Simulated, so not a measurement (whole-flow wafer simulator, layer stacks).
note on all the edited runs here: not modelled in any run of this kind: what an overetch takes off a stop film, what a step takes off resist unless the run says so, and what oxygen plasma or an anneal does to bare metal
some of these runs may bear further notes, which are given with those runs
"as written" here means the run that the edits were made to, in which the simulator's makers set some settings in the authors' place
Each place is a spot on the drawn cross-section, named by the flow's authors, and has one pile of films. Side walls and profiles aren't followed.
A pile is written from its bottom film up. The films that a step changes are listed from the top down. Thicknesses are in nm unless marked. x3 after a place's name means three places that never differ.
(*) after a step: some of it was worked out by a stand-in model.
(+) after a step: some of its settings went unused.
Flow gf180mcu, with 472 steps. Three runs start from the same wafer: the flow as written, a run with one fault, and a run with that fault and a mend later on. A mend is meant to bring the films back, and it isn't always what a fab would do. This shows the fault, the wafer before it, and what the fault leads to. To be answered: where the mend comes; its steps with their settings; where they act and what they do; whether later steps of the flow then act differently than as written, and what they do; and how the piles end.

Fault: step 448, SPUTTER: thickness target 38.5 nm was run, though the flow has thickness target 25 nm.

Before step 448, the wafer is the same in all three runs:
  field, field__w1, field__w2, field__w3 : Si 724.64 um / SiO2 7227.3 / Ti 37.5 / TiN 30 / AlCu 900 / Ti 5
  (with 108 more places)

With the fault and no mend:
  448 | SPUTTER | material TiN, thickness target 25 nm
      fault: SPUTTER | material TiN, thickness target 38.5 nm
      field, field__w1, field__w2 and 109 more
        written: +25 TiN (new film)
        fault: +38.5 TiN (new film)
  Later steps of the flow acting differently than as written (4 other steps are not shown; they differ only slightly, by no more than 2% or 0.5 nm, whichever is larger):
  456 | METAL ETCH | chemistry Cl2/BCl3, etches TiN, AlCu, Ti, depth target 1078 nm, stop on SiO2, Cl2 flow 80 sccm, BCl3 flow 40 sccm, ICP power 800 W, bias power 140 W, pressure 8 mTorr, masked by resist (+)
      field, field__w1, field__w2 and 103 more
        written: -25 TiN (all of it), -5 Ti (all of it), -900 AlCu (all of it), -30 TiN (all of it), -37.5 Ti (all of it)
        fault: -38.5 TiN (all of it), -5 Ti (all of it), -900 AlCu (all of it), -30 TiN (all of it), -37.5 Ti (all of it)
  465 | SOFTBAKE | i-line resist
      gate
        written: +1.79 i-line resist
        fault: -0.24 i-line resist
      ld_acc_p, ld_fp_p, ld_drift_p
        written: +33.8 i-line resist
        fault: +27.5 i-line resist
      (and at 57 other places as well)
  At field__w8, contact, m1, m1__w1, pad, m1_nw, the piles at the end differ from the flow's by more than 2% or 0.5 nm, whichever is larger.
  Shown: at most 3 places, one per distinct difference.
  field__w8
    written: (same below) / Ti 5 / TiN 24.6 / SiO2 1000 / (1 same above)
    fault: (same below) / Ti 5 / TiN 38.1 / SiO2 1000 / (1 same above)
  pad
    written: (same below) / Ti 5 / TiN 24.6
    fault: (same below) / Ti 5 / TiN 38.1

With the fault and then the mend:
  After step 455 comes the mend.
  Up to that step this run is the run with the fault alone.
  455a | STRIP | chemistry O2/N2, power 2160 W, pressure 1700 mTorr (*)
      field__w8, contact, m1, m1__w1, pad, m1_nw
        -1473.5 resist (all of it)
  455b | METAL ETCH | chemistry Cl2/BCl3, etches TiN, AlCu, Ti, depth target 13.5 nm, Cl2 flow 80 sccm, BCl3 flow 40 sccm, ICP power 800 W, bias power 140 W, pressure 8 mTorr (the flow's step 260 again, with other settings)
      field, field__w1, field__w2 and 109 more
        -13.5 TiN
  455c | HMDS | 120 C, 60 s (the flow's step 450 again)
      does not change any film at any place that is followed
  455d | COAT | resist, thickness 1500 nm (the flow's step 451 again)
      field, field__w1, field__w2 and 109 more
        +1500 resist (new film)
  455e | SOFTBAKE | resist (the flow's step 452 again)
      does not change any film at any place that is followed
  455f | EXPOSE | photomask MetalTop (the flow's step 453 again)
      does not change any film at any place that is followed
  455g | PEB | resist, 70.3 s (the flow's step 454 again)
      field, field__w1, field__w2 and 109 more
        -26.5 resist
  455h | DEVELOP | thickness 1500 nm, 60 s (the flow's step 455 again)
      field, field__w1, field__w2 and 103 more
        -1473.5 resist (all of it)
  Later steps of the flow that are run all act as written at every place that is followed.
  At every place that both follow, the piles at the end match the flow's.
